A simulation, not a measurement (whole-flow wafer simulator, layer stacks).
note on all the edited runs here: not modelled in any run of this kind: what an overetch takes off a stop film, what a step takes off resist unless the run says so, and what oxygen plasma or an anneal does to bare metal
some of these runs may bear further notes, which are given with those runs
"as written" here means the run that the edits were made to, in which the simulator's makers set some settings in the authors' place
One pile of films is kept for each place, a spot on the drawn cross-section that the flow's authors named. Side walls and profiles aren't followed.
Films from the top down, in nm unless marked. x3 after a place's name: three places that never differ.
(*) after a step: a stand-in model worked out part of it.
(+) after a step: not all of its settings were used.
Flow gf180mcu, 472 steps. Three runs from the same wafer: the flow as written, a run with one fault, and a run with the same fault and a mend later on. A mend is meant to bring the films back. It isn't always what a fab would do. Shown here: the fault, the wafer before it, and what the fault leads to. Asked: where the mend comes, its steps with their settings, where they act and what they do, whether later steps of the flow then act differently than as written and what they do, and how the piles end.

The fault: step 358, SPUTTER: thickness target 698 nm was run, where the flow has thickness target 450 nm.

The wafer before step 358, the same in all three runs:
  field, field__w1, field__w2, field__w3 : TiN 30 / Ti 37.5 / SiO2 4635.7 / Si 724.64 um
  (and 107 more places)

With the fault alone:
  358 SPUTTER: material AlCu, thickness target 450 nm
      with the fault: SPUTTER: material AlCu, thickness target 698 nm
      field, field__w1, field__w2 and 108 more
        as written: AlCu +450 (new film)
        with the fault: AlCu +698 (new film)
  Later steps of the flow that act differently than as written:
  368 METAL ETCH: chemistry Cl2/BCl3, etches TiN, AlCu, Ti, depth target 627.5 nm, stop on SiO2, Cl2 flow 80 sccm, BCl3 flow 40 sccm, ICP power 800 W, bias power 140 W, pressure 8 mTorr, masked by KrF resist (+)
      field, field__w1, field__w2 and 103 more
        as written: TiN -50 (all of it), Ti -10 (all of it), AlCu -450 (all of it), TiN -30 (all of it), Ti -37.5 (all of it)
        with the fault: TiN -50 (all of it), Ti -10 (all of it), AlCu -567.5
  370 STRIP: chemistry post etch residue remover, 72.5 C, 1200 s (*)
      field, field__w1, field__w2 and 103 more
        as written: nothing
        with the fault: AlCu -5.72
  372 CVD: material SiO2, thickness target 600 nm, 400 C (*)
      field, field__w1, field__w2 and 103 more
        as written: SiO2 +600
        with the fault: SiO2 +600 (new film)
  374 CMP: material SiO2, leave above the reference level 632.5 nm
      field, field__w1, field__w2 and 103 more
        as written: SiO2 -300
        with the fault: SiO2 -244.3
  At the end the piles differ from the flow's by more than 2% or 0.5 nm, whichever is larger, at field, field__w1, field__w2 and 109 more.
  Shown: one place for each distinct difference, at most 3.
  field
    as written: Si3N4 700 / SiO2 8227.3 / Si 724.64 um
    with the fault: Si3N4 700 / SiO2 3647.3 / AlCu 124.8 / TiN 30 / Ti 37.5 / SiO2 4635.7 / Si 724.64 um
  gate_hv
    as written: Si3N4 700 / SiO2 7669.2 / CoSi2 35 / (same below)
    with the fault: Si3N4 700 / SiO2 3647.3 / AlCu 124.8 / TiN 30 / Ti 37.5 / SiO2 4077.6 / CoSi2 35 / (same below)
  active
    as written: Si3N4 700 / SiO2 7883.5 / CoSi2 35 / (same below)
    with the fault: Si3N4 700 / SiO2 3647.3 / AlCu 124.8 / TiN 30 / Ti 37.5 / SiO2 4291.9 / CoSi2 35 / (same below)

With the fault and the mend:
  The mend comes after step 358.
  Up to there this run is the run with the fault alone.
  358a METAL ETCH: chemistry Cl2/BCl3, etches TiN, AlCu, Ti, depth target 248 nm, Cl2 flow 80 sccm, BCl3 flow 40 sccm, ICP power 800 W, bias power 140 W, pressure 8 mTorr (the flow's step 260 once more, with other settings)
      field, field__w1, field__w2 and 108 more
        AlCu -248
  No later step of the flow acts differently than as written at any place that is followed.
  At the end the piles are the same as the flow's at every place that both follow.
